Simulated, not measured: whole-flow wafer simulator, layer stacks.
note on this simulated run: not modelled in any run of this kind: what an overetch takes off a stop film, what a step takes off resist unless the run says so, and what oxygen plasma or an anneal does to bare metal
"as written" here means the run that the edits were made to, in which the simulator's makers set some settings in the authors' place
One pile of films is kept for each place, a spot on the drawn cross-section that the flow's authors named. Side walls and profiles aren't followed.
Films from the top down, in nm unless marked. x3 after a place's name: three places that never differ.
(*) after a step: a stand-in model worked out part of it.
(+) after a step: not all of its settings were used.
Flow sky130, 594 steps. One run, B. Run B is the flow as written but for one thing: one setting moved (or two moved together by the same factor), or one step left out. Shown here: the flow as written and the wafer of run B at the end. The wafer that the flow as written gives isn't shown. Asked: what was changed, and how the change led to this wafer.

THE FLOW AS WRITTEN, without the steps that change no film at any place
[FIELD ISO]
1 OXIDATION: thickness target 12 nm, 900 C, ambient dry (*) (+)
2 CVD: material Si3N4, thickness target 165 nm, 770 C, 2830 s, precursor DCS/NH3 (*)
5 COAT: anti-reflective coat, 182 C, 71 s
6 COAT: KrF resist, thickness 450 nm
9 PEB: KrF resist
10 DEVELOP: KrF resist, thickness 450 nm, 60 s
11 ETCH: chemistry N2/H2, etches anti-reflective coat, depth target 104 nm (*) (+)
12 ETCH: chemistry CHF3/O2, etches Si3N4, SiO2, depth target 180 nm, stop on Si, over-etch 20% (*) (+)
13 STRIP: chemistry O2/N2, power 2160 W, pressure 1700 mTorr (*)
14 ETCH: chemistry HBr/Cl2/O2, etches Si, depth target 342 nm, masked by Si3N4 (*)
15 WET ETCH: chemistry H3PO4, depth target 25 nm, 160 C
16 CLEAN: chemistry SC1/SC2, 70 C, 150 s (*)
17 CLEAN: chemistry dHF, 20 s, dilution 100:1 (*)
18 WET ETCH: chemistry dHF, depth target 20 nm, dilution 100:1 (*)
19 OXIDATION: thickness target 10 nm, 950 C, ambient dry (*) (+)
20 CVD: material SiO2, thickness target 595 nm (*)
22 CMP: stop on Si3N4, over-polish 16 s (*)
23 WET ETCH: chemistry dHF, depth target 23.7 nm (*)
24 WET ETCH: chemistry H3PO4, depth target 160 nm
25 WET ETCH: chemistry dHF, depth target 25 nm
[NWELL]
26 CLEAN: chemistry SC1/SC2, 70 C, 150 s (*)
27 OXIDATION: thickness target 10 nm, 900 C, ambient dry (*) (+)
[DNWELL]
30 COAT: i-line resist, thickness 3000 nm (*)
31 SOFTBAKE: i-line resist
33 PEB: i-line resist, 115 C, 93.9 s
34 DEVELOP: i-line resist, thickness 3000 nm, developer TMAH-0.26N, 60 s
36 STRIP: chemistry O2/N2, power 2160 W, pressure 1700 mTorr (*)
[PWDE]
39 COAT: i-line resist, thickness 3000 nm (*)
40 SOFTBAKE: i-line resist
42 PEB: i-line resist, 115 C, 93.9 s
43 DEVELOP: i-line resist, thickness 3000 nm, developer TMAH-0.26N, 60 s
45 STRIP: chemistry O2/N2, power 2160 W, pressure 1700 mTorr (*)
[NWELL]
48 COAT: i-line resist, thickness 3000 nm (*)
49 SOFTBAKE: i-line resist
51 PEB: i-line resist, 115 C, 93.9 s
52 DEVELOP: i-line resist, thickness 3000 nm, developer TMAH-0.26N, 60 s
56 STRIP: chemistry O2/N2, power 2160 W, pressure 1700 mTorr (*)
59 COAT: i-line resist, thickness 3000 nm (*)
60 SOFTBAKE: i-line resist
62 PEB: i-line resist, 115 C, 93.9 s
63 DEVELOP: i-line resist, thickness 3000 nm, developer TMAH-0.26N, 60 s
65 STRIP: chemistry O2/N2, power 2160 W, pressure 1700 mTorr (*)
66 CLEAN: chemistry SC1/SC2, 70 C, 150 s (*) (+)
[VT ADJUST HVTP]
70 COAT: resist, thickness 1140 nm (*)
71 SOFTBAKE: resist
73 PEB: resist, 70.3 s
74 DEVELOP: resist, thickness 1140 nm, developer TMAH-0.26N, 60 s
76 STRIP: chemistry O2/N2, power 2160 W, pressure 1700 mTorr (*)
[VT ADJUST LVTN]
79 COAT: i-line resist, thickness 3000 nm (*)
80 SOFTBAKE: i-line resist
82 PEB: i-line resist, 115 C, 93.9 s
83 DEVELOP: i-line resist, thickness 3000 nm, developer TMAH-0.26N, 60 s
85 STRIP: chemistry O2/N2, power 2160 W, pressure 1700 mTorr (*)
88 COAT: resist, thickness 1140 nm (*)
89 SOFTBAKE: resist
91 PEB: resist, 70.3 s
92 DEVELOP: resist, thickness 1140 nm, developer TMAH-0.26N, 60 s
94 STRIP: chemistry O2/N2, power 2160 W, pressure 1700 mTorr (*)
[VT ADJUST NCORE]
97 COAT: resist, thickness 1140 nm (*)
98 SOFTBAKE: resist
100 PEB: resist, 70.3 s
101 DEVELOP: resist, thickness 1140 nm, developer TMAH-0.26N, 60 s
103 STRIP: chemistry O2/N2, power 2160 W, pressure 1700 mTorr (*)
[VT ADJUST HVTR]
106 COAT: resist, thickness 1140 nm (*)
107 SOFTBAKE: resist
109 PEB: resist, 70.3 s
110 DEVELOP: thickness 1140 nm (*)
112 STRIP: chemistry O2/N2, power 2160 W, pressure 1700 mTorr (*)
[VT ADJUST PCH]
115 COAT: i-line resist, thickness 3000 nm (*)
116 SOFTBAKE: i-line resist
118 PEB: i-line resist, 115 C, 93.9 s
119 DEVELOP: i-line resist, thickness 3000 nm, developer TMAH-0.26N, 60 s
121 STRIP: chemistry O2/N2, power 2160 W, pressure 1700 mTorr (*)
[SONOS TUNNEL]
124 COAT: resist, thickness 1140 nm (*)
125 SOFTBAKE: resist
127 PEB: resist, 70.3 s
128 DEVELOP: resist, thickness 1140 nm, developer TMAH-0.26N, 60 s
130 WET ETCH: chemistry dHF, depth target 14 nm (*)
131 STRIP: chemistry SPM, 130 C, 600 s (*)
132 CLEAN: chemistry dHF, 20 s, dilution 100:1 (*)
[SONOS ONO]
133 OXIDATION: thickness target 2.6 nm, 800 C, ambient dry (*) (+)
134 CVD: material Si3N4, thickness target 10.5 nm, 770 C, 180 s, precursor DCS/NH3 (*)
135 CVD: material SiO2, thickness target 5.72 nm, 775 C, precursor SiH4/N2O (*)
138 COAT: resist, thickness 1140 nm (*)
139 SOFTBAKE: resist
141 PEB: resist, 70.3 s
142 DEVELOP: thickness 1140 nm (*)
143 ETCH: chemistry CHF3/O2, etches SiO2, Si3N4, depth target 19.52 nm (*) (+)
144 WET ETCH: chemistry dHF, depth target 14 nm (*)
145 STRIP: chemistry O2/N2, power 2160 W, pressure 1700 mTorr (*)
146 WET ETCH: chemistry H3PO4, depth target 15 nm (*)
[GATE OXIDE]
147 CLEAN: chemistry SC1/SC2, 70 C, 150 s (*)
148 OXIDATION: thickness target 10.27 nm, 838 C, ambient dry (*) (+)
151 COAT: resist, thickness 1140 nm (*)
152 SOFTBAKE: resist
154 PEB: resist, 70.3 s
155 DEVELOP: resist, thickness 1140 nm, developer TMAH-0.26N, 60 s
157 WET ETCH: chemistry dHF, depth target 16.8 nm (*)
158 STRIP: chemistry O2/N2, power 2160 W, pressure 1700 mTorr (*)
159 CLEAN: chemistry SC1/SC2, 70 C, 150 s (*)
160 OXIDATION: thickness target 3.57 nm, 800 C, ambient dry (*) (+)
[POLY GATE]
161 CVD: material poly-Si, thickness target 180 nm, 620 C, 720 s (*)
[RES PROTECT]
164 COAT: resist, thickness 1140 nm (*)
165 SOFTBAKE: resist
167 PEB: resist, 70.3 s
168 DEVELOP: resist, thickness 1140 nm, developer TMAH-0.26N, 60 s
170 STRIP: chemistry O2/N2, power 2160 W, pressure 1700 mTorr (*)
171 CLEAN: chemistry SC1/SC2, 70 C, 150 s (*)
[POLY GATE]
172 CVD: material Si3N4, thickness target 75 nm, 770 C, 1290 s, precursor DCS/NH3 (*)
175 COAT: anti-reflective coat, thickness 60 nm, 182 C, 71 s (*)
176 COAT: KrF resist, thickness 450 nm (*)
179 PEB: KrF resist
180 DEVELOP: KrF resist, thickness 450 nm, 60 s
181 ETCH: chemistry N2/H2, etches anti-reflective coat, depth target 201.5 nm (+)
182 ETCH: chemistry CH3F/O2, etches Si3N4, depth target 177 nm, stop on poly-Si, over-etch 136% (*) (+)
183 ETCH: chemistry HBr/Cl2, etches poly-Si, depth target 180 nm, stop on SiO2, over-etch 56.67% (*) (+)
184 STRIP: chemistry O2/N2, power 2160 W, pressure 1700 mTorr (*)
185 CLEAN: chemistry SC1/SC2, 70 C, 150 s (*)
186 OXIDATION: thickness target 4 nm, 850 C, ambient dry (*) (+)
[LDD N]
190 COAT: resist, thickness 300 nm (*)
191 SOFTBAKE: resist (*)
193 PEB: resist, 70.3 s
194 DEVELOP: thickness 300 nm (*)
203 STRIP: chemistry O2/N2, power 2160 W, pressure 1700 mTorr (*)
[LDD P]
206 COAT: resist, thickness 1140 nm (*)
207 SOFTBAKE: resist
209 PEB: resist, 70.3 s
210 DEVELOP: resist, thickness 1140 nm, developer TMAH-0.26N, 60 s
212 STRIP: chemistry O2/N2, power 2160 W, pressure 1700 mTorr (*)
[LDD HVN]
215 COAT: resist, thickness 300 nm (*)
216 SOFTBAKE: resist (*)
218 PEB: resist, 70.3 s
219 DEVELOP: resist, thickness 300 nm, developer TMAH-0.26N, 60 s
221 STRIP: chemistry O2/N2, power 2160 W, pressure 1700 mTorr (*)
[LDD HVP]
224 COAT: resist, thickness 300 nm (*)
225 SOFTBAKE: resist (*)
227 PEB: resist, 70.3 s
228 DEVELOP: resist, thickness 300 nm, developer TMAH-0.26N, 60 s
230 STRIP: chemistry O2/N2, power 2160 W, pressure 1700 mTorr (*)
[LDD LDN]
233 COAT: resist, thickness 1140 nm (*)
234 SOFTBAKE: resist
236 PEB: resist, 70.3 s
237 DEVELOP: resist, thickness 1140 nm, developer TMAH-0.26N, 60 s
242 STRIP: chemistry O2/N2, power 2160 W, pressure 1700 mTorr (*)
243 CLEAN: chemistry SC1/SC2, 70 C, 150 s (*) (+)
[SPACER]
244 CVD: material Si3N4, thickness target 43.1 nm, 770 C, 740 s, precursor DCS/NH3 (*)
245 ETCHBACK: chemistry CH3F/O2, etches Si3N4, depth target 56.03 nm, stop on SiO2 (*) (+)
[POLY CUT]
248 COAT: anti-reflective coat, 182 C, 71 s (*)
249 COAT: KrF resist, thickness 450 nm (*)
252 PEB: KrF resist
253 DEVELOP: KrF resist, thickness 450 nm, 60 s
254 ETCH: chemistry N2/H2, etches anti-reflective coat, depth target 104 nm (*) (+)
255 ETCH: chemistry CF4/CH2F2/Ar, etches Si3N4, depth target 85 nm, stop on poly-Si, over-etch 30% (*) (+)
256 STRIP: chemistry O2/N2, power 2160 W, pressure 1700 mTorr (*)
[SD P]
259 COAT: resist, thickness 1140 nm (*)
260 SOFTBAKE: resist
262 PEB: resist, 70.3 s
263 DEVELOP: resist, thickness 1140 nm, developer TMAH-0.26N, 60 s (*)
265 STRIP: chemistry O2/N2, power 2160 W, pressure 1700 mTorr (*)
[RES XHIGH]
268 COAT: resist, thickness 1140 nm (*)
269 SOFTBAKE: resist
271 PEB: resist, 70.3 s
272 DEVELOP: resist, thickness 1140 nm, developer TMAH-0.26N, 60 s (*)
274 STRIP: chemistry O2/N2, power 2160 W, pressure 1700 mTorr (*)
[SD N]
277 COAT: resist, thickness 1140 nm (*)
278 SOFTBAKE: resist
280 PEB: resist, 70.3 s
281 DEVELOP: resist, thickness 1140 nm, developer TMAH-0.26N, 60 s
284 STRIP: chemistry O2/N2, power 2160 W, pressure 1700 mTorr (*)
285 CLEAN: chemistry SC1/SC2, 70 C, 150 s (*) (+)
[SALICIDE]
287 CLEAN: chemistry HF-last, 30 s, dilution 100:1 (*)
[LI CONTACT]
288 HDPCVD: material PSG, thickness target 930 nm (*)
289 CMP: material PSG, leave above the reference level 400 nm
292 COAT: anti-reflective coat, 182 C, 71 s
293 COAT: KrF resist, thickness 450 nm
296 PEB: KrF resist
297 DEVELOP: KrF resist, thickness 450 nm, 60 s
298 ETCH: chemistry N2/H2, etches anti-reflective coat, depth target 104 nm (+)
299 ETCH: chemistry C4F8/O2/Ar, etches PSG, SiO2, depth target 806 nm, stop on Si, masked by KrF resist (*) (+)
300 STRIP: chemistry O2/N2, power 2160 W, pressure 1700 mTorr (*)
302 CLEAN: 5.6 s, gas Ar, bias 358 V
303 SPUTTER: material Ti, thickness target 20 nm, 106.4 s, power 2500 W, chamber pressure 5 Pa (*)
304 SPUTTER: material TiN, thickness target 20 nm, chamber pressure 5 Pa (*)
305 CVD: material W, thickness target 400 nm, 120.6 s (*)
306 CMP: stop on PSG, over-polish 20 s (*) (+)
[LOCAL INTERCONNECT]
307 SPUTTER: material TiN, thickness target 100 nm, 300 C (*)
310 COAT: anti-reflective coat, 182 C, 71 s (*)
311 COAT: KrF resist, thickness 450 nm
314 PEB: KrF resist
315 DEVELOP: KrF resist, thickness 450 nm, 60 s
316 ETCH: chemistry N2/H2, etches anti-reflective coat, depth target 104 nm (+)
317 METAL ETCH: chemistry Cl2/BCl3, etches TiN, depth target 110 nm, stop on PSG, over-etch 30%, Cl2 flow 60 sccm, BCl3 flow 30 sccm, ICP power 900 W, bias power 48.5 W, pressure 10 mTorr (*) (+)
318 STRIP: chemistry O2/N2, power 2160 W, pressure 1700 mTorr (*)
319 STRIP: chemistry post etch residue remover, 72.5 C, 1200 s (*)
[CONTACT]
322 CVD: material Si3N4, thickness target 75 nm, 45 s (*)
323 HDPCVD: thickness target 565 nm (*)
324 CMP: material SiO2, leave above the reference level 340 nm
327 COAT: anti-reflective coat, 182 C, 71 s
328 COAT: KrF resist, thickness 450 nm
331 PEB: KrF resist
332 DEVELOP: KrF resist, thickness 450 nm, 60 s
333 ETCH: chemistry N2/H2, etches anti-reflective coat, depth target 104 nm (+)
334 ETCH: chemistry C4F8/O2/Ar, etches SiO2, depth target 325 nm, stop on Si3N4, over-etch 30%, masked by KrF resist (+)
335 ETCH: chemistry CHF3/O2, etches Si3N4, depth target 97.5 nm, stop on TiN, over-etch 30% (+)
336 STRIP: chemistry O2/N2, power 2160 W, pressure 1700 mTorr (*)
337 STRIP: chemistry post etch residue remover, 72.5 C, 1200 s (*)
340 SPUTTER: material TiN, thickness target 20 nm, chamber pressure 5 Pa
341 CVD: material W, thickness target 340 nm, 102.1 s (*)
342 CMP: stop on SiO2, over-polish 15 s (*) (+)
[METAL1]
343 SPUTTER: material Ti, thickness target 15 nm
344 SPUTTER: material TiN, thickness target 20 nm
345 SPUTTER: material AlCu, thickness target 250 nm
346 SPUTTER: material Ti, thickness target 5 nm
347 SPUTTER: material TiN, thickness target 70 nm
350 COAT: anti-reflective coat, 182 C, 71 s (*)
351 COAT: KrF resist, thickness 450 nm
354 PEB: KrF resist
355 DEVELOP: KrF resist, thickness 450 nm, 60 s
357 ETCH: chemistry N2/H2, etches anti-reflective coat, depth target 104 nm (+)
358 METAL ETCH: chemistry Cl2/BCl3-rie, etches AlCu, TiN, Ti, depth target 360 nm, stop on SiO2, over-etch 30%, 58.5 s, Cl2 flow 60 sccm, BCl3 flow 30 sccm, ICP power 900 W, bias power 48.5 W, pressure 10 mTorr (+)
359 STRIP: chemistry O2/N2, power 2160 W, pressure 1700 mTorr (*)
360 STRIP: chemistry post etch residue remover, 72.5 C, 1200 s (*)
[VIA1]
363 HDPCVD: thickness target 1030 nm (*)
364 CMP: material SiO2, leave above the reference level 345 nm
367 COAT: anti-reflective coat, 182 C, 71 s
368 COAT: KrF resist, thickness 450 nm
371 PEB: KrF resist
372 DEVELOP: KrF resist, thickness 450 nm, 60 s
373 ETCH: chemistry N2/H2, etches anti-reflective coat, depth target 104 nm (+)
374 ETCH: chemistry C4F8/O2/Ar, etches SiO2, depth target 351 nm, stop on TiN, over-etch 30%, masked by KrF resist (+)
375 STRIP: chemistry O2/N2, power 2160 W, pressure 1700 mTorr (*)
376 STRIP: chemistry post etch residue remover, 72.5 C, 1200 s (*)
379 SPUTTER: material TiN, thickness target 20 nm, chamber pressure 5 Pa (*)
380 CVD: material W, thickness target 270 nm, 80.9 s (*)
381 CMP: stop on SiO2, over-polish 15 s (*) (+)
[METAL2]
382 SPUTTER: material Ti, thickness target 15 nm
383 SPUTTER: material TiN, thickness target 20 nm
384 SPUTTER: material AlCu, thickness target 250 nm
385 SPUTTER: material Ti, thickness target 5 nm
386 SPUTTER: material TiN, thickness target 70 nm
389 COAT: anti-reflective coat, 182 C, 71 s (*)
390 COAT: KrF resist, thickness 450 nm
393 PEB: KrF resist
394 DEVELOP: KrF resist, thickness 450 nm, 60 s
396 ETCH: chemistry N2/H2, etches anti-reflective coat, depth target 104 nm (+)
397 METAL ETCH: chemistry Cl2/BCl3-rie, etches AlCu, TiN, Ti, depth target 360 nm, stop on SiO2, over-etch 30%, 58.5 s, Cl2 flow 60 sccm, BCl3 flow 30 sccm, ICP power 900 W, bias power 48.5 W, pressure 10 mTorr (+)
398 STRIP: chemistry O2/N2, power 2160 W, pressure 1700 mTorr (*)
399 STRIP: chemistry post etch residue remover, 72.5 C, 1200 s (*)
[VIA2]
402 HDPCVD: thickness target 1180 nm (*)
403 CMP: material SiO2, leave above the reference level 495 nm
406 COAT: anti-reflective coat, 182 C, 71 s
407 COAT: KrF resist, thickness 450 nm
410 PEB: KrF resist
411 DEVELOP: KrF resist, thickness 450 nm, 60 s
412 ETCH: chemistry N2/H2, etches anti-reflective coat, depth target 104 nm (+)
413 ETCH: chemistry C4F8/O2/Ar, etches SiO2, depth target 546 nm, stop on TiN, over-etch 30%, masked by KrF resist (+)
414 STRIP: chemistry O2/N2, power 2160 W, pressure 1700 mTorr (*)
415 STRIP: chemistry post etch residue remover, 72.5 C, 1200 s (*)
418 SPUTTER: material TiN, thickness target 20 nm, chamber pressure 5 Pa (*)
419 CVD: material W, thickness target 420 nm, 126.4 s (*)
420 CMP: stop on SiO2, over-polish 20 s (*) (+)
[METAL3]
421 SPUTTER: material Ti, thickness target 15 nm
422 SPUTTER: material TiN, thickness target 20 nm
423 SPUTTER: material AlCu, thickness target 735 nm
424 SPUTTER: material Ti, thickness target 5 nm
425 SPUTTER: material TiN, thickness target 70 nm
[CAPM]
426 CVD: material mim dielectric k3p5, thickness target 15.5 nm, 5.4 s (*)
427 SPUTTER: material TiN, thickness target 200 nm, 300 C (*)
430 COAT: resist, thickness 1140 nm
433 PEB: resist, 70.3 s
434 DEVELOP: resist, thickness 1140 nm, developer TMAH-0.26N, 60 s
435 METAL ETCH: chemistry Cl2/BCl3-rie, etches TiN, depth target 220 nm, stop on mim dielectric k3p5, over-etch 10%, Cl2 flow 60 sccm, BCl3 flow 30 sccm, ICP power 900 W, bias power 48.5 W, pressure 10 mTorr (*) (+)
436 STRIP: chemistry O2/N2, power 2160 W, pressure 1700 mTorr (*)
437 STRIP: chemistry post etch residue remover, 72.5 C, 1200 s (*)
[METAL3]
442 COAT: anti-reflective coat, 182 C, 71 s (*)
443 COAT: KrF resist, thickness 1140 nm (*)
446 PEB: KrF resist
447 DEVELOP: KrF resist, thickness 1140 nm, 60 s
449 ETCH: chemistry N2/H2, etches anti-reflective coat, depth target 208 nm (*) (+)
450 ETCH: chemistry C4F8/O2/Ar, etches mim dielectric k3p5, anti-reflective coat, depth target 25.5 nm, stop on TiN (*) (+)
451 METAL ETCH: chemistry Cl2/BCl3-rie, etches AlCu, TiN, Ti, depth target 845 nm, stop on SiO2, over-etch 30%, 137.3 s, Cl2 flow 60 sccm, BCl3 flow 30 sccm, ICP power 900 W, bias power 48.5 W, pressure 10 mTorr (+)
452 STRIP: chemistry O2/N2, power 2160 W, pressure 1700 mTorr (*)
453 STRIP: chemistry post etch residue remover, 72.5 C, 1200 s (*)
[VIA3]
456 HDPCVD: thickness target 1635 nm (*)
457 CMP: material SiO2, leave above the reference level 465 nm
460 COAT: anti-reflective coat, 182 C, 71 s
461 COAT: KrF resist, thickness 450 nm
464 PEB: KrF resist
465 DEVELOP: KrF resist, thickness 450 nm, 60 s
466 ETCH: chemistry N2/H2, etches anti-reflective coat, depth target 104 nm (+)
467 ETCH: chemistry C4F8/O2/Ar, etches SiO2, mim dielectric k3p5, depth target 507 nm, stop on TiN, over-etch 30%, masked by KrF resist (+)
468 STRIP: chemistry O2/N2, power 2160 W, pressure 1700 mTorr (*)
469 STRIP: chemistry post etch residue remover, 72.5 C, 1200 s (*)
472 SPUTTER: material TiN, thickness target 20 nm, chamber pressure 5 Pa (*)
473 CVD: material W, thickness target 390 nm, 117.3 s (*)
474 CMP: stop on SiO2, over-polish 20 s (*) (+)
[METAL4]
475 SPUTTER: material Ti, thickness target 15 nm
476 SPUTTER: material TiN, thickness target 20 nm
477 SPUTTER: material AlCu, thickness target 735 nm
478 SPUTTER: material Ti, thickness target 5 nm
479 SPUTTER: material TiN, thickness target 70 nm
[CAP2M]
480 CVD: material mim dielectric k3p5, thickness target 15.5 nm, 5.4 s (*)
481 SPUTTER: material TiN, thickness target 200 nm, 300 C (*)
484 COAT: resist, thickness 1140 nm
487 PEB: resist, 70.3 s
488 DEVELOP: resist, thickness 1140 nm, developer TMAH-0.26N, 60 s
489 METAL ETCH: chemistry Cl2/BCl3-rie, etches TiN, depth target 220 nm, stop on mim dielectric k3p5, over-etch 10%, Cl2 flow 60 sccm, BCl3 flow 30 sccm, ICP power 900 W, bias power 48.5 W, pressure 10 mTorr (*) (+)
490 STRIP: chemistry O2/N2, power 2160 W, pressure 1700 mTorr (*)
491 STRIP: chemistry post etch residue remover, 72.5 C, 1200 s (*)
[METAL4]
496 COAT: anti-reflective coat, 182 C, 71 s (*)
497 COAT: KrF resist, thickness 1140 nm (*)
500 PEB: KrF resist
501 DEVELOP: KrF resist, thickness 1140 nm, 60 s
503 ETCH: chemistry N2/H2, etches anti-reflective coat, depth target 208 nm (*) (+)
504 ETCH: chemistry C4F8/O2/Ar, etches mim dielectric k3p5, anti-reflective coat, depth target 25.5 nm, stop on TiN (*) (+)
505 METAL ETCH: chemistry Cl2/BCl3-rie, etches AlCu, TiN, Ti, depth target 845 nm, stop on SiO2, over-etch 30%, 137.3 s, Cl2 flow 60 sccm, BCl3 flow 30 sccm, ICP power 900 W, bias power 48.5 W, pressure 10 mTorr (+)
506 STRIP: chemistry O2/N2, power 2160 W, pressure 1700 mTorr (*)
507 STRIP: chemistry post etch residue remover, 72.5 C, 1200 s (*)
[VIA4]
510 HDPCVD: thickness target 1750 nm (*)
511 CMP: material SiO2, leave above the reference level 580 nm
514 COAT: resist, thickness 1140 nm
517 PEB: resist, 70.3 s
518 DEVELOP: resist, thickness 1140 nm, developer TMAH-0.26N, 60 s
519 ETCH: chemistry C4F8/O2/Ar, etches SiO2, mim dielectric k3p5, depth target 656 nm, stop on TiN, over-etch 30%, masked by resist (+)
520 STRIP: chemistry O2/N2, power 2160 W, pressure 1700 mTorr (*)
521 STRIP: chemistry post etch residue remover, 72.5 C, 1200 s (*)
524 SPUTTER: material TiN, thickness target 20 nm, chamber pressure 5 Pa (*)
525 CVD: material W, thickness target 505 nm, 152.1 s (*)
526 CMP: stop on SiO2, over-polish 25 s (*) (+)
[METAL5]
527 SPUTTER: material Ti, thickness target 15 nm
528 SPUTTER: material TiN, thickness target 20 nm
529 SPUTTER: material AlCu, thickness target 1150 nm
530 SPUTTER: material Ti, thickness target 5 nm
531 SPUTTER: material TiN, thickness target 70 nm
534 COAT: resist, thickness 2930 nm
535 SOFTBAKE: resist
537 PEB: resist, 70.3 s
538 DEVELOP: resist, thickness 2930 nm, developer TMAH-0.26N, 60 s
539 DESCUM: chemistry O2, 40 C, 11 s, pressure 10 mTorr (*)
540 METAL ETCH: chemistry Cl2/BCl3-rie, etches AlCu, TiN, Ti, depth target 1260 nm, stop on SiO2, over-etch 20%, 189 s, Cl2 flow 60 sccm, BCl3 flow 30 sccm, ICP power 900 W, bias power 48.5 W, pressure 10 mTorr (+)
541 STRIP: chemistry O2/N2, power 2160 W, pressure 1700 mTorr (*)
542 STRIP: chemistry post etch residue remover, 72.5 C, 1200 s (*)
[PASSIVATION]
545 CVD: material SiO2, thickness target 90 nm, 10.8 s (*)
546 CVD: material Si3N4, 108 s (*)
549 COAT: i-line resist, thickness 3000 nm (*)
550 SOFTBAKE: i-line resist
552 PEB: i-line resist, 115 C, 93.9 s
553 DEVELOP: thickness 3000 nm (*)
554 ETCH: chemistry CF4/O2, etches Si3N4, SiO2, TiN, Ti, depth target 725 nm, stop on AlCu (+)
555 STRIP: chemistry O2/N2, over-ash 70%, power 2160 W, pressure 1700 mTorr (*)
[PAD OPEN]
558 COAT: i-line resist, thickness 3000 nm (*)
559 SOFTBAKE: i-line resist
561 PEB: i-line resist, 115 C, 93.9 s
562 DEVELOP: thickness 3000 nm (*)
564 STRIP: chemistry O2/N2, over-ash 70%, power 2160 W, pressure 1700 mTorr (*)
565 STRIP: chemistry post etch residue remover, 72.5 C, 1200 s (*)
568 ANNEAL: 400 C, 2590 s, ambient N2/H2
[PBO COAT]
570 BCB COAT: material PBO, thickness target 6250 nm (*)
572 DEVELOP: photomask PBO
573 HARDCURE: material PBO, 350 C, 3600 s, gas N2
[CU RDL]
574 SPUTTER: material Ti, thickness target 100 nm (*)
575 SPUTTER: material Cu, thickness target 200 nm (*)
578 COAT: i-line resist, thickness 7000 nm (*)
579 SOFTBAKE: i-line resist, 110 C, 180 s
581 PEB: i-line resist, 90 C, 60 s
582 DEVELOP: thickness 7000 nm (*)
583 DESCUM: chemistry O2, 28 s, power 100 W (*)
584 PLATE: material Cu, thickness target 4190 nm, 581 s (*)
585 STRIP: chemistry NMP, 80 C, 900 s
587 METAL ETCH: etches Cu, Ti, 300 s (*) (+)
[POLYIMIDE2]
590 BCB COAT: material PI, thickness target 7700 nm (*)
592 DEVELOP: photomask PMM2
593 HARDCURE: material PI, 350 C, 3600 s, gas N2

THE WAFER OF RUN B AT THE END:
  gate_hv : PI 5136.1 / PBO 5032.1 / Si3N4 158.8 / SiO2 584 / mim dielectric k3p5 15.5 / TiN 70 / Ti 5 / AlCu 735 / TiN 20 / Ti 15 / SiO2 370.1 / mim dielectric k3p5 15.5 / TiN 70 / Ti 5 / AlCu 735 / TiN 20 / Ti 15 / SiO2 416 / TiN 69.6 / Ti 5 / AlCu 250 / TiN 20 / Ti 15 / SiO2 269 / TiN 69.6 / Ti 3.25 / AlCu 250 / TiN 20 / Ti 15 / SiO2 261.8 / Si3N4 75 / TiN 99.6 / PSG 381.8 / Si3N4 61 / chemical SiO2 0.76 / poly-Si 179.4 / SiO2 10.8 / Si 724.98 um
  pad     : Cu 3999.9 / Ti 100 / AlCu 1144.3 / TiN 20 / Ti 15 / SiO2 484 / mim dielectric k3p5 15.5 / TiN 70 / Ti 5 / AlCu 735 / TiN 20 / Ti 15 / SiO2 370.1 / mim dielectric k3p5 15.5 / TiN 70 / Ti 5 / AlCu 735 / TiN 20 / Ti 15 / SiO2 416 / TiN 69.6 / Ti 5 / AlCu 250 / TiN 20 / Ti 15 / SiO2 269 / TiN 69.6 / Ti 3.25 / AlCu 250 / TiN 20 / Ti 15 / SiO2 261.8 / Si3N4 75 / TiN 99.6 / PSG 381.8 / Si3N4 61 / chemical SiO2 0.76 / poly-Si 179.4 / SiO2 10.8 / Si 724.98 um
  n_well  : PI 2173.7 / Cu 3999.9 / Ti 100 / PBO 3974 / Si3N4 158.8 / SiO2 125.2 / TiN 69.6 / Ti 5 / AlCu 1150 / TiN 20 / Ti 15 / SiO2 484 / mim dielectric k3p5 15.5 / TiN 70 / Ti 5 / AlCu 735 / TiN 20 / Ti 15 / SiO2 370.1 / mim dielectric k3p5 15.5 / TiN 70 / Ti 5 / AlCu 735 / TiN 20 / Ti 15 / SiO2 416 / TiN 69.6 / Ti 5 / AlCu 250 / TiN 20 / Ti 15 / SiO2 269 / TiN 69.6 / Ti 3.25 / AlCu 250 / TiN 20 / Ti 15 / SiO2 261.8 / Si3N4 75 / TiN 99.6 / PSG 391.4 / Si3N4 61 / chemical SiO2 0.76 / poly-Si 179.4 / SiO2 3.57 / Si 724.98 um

The cause: step 346, SPUTTER: thickness target 3.25 nm was run, where the flow has thickness target 5 nm.
It can be read off the wafer: gate_hv has Ti 3.25, and step 346 as written asks for 5 nm.

How the change led to this, step by step:
  346 SPUTTER: material Ti, thickness target 5 nm
      field, active, n_well and 188 more: Ti +3.25 (new film) (as written it would be: Ti +5 (new film))
  358 METAL ETCH: chemistry Cl2/BCl3-rie, etches AlCu, TiN, Ti, depth target 360 nm, stop on SiO2, over-etch 30%, 58.5 s, Cl2 flow 60 sccm, BCl3 flow 30 sccm, ICP power 900 W, bias power 48.5 W, pressure 10 mTorr (+)
      field, active, gate and 81 more: TiN -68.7 (all of it), Ti -3.25 (all of it), AlCu -250 (all of it), TiN -20 (all of it), Ti -15 (all of it), SiO2 -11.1 (as written it would be: TiN -68.7 (all of it), Ti -5 (all of it), AlCu -250 (all of it), TiN -20 (all of it), Ti -15 (all of it), SiO2 -10.9)
